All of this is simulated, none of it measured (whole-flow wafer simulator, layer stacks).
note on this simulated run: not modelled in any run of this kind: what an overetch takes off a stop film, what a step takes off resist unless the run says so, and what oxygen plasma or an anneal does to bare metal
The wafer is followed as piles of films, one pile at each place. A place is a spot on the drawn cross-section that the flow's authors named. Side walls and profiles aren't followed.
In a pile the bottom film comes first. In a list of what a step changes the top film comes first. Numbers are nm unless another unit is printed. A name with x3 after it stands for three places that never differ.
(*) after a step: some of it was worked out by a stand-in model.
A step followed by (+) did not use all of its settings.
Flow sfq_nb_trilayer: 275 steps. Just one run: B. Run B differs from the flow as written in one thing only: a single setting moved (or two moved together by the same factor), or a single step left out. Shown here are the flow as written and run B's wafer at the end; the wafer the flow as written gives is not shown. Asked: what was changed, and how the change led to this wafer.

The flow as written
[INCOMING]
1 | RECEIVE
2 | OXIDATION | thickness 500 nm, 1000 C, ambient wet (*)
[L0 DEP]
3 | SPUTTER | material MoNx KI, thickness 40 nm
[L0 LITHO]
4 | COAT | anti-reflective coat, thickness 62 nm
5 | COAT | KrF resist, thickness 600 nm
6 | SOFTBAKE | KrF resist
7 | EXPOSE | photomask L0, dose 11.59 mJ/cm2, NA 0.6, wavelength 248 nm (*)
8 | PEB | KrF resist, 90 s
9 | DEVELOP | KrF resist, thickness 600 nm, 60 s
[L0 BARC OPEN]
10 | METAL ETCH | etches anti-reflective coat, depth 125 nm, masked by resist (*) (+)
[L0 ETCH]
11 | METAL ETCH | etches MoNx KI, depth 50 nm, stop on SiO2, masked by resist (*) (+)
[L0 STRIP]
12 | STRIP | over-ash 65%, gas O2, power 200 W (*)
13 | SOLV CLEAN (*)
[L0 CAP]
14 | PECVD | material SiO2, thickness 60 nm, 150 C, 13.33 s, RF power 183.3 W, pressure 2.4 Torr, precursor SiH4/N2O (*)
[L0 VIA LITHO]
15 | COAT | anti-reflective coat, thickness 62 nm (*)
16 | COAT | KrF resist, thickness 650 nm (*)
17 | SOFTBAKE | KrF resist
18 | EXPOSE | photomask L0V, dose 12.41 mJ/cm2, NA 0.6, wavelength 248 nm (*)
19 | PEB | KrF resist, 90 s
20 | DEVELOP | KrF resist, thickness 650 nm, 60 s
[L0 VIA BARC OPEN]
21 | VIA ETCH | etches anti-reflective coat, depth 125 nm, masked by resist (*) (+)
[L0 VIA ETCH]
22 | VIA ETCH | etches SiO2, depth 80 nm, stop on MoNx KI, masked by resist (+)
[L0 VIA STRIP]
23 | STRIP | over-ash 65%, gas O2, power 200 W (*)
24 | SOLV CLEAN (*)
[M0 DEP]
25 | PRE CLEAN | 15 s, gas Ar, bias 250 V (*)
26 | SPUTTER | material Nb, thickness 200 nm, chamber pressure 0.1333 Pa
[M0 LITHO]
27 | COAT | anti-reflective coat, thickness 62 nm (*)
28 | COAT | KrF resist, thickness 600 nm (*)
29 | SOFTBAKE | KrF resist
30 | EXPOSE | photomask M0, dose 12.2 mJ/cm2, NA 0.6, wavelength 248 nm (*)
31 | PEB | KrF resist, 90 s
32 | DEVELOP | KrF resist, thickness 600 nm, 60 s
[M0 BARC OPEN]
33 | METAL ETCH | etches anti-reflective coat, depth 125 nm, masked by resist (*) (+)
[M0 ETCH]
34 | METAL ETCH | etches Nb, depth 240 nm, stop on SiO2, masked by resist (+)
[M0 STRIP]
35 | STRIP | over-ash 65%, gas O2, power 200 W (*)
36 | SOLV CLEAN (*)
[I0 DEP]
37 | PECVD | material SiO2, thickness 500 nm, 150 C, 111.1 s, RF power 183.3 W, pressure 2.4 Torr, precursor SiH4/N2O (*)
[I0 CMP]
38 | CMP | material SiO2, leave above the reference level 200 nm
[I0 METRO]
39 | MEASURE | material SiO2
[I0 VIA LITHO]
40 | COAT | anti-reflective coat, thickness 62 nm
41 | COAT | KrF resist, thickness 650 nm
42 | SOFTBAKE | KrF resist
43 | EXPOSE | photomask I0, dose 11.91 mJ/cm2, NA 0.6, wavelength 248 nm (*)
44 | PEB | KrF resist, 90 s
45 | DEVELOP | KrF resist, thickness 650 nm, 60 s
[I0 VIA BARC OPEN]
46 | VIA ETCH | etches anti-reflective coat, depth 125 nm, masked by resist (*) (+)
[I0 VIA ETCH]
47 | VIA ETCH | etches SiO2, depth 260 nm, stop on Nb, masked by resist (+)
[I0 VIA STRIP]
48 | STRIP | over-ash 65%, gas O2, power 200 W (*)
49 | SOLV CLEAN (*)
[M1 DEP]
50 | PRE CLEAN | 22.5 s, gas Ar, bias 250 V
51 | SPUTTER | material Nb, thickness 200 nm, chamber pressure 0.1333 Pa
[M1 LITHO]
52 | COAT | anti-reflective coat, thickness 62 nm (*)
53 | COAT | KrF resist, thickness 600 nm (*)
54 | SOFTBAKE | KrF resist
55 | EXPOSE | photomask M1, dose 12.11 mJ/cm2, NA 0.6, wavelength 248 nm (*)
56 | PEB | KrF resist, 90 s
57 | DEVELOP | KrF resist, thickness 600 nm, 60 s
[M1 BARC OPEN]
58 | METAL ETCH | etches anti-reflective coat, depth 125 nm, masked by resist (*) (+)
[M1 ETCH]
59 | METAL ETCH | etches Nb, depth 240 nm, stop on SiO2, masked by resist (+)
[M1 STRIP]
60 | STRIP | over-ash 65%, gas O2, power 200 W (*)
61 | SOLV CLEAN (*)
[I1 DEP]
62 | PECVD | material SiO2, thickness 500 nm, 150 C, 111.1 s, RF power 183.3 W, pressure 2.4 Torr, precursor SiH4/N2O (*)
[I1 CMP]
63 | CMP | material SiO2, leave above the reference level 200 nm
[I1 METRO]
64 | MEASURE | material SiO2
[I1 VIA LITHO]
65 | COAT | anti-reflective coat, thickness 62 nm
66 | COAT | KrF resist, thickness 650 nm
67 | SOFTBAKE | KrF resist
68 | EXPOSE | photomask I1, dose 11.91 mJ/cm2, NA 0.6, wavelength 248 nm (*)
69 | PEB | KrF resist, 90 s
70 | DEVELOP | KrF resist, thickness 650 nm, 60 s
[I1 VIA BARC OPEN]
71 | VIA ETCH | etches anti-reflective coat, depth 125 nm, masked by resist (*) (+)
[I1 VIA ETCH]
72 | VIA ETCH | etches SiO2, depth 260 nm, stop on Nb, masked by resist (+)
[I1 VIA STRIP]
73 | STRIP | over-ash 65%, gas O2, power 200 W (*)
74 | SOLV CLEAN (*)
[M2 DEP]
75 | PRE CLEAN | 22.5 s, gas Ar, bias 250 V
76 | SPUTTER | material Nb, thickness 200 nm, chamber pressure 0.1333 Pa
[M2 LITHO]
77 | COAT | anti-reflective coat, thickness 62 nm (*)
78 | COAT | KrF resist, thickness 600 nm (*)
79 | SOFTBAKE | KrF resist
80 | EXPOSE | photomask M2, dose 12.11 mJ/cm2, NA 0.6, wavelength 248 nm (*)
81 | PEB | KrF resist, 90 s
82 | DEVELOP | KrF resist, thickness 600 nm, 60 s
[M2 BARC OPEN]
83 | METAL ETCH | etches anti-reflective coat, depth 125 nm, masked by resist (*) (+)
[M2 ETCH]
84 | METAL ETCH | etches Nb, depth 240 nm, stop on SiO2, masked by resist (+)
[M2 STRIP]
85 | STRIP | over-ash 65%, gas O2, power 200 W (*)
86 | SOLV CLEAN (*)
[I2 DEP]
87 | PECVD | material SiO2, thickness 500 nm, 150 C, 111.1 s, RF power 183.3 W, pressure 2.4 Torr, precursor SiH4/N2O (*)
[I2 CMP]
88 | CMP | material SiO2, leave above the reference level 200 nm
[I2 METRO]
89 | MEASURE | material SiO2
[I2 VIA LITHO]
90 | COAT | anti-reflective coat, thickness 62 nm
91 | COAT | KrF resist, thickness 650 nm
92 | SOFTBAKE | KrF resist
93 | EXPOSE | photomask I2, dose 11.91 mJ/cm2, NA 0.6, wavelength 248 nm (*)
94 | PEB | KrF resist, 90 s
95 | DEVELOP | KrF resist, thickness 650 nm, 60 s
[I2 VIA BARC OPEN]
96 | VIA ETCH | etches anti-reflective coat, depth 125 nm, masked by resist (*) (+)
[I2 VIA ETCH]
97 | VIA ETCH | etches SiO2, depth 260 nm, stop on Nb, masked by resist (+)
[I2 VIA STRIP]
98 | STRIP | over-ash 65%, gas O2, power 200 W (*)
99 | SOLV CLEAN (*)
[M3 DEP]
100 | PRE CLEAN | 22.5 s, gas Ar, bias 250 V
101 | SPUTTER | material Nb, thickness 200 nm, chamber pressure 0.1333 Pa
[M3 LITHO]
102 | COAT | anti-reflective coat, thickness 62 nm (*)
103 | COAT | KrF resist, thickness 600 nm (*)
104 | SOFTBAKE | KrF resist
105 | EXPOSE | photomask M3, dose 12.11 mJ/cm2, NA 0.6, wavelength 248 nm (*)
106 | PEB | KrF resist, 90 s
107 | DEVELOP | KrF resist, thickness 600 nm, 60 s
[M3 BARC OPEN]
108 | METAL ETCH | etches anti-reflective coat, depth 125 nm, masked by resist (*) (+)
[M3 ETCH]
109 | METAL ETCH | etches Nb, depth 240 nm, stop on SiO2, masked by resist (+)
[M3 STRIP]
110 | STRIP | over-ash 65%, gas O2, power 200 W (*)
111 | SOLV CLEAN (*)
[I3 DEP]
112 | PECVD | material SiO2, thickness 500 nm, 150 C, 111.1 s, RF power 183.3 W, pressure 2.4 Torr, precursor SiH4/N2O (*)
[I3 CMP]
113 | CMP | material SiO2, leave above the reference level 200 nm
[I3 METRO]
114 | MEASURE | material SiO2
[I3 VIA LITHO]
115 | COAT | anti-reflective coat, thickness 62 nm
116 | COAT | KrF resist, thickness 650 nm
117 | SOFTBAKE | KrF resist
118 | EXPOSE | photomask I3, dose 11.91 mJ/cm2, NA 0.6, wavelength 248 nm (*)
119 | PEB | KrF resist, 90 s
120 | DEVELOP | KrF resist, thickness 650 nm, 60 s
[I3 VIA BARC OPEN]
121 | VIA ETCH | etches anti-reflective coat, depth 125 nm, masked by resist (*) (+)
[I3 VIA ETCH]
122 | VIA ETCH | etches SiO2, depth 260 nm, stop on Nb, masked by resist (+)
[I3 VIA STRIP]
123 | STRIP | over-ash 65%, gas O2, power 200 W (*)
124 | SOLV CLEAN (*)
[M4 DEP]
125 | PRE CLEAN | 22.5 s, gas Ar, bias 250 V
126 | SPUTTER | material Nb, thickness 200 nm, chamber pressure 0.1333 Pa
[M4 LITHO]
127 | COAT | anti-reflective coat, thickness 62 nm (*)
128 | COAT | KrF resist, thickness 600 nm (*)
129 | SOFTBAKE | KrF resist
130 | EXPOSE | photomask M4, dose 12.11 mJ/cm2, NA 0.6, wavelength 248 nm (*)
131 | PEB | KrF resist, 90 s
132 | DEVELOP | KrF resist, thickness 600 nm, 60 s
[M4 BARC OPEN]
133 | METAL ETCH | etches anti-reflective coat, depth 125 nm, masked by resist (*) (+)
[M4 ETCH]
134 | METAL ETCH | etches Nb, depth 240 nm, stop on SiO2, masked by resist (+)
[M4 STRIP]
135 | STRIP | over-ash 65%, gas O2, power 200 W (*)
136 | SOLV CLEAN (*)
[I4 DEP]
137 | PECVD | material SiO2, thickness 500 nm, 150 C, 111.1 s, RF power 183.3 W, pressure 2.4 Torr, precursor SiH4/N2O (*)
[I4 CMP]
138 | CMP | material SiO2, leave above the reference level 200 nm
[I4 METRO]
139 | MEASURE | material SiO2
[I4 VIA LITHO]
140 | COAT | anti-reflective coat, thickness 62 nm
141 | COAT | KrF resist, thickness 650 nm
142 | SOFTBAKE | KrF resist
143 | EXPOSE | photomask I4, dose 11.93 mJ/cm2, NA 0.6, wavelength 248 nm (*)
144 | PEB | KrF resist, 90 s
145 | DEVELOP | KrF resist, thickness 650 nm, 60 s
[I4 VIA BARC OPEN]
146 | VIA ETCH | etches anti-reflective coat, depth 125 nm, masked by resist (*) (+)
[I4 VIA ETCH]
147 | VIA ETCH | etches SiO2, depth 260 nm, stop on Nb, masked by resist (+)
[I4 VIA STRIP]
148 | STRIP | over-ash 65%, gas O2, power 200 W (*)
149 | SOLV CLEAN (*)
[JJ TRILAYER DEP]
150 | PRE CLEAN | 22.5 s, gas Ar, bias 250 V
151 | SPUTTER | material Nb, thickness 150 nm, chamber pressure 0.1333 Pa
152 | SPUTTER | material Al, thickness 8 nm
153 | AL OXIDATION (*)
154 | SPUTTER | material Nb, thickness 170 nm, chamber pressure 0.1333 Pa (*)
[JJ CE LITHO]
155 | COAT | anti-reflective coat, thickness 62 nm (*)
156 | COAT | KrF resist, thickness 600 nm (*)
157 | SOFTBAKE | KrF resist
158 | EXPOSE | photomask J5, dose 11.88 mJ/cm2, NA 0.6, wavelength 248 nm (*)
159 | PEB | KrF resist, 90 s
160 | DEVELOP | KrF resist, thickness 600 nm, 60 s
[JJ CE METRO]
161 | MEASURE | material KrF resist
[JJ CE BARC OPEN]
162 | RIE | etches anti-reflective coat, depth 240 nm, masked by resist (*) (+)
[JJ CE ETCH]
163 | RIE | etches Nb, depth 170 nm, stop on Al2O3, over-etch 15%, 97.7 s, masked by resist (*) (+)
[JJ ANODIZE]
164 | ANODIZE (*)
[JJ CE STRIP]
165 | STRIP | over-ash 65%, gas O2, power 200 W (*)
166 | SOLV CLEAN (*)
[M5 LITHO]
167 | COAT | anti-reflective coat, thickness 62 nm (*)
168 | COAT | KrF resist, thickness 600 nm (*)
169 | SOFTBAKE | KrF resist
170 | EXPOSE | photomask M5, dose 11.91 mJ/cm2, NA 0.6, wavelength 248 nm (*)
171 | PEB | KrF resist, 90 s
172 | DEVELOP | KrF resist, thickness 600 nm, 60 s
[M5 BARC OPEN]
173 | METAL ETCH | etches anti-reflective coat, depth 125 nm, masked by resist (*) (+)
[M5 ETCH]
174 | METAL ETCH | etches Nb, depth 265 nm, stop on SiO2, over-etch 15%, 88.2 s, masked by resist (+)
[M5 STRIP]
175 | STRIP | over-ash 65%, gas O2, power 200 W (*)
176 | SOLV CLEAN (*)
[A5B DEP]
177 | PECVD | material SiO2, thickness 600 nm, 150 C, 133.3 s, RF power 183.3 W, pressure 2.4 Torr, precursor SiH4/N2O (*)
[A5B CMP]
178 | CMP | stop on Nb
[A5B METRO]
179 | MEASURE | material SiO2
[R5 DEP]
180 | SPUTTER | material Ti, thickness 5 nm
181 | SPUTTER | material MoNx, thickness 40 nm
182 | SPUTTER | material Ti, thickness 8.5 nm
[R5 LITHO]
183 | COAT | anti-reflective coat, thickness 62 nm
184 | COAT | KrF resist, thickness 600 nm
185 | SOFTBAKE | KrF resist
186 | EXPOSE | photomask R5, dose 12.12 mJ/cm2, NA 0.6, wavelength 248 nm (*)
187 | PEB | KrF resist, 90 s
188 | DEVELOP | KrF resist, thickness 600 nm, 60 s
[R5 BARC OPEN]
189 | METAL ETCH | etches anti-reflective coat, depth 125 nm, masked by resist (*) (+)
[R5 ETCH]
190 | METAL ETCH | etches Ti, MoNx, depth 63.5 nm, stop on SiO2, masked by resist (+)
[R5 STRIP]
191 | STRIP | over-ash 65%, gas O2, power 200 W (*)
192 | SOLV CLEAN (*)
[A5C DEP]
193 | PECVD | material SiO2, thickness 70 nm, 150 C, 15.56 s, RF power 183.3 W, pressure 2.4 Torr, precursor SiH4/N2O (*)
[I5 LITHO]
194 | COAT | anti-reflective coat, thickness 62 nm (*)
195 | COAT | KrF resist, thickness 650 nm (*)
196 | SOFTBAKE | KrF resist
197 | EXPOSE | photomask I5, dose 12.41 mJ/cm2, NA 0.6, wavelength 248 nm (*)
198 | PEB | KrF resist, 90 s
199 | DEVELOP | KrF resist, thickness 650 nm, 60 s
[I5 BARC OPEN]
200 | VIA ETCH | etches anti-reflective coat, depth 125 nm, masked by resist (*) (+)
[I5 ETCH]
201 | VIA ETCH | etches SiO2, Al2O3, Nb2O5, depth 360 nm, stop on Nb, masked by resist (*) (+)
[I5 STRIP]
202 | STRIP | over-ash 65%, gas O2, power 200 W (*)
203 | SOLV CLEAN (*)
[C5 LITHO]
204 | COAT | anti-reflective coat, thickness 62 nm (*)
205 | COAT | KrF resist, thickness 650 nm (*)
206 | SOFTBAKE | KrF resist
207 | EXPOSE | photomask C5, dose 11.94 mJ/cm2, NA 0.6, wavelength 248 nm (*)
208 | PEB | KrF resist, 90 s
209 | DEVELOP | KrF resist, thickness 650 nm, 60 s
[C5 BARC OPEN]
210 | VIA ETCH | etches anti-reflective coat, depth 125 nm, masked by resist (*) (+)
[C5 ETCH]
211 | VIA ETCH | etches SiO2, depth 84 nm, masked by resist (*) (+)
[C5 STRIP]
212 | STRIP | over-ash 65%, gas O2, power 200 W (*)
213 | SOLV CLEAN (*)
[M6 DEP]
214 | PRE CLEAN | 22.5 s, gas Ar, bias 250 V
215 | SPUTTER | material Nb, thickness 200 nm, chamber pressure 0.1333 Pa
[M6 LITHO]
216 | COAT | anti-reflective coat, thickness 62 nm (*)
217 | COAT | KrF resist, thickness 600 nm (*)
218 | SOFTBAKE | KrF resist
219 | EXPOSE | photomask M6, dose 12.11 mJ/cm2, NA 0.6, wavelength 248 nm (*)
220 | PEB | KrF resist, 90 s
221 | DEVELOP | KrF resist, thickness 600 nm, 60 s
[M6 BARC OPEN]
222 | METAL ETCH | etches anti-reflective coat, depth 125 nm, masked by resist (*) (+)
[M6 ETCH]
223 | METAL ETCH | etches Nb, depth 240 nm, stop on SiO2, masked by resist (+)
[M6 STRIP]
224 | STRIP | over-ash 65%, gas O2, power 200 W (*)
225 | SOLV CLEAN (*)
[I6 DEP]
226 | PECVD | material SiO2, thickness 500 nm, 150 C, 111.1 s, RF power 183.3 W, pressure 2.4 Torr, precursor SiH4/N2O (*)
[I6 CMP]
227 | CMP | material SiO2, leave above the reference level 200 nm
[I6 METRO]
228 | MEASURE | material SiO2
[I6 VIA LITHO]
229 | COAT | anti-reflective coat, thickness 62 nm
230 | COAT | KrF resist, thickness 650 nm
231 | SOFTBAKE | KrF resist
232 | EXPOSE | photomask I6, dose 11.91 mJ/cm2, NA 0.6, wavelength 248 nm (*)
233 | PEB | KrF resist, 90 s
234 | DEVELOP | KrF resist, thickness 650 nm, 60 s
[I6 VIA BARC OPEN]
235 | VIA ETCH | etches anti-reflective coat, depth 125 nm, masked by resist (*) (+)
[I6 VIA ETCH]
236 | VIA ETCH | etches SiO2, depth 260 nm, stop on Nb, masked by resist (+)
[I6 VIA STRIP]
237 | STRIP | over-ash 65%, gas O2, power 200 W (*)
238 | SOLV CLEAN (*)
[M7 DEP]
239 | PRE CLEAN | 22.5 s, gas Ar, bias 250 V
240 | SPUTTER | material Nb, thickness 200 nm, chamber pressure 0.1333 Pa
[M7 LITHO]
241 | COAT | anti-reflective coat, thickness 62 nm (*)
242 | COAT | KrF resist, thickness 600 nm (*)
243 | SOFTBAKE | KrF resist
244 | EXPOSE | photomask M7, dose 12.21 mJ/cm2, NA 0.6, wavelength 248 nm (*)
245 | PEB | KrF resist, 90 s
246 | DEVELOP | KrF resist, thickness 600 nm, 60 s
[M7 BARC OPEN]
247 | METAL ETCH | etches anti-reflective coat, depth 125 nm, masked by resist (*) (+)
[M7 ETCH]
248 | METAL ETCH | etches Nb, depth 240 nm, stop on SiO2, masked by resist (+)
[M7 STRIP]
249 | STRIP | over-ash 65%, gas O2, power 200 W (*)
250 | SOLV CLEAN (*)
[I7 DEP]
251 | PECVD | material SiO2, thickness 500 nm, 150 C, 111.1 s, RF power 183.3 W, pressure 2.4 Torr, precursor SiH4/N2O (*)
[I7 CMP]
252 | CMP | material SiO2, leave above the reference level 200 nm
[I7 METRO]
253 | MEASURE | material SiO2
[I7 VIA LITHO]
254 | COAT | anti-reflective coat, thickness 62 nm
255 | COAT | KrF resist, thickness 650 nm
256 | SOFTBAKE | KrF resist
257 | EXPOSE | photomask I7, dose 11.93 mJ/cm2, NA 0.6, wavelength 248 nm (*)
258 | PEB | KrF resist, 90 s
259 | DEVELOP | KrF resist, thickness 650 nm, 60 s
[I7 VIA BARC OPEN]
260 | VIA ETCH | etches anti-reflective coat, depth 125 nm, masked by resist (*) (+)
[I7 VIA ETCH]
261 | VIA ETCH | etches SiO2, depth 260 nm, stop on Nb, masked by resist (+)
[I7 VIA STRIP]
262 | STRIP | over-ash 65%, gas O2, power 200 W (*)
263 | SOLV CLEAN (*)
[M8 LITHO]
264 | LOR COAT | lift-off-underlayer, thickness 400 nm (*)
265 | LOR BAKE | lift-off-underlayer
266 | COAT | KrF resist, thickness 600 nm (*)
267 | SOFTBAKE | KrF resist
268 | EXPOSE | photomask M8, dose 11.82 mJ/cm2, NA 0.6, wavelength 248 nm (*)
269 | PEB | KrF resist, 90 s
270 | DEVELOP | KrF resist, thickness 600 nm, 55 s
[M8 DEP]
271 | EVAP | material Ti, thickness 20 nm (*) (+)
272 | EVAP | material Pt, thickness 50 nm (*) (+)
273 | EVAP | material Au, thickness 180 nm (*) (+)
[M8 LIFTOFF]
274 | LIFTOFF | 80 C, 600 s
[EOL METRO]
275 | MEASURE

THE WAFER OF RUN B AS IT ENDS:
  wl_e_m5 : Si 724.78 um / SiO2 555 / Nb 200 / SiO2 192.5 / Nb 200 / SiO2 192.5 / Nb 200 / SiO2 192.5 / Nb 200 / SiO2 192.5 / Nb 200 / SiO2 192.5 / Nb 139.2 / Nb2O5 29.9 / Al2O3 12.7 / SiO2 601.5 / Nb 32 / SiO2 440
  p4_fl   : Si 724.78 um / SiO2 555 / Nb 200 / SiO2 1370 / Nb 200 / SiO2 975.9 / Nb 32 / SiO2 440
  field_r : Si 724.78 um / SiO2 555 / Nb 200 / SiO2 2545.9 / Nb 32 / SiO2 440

What caused this: step 240, SPUTTER: thickness 272 nm was run, while the flow as written has thickness 200 nm.

Step by step, how the change led to this:
  240 | SPUTTER | material Nb, thickness 200 nm, chamber pressure 0.1333 Pa
      field_l, v_sur, via_wl and 102 more: +272 Nb (new film) (as written it would have been: +200 Nb (new film))
      via_v: +219.5 Nb (as written it would have been: +161.1 Nb)
  248 | METAL ETCH | etches Nb, depth 240 nm, stop on SiO2, masked by resist (+)
      field_l, field_r, lsp_l and 62 more: -240 Nb (as written it would have been: -200 Nb (all of it))
  251 | PECVD | material SiO2, thickness 500 nm, 150 C, 111.1 s, RF power 183.3 W, pressure 2.4 Torr, precursor SiH4/N2O (*)
      field_l, p4_fl, p4_fm and 56 more: +500 SiO2 (new film) (as written it would have been: +500 SiO2)
      field_r, lsp_l: +473.2 SiO2 (new film) (as written it would have been: +477.7 SiO2)
      (also at 5 further places)
  252 | CMP | material SiO2, leave above the reference level 200 nm
      field_l, p4_fl, p4_fm and 56 more: -60 SiO2 (as written it would have been: -100 SiO2)
      field_r, lsp_l: -33.2 SiO2 (as written it would have been: -77.7 SiO2)
      (also at 3 further places)
If metal films that touch count as one body, wl_e_m5 has 7 bodies (between them, from the top down: SiO2 601.5 / Al2O3 12.7 / Nb2O5 29.9; SiO2 192.5; SiO2 192.5; SiO2 192.5; SiO2 192.5; SiO2 192.5); the flow as written gives 6 bodies (between them, from the top down: SiO2 192.5; SiO2 192.5; SiO2 192.5; SiO2 192.5; SiO2 192.5).
If metal films that touch count as one body, p4_fl has 3 bodies (between them, from the top down: SiO2 975.9; SiO2 1370); the flow as written gives 2 bodies (between them, from the top down: SiO2 1370).
If metal films that touch count as one body, field_r has 2 bodies (between them, from the top down: SiO2 2545.9); the flow as written gives 1 body.
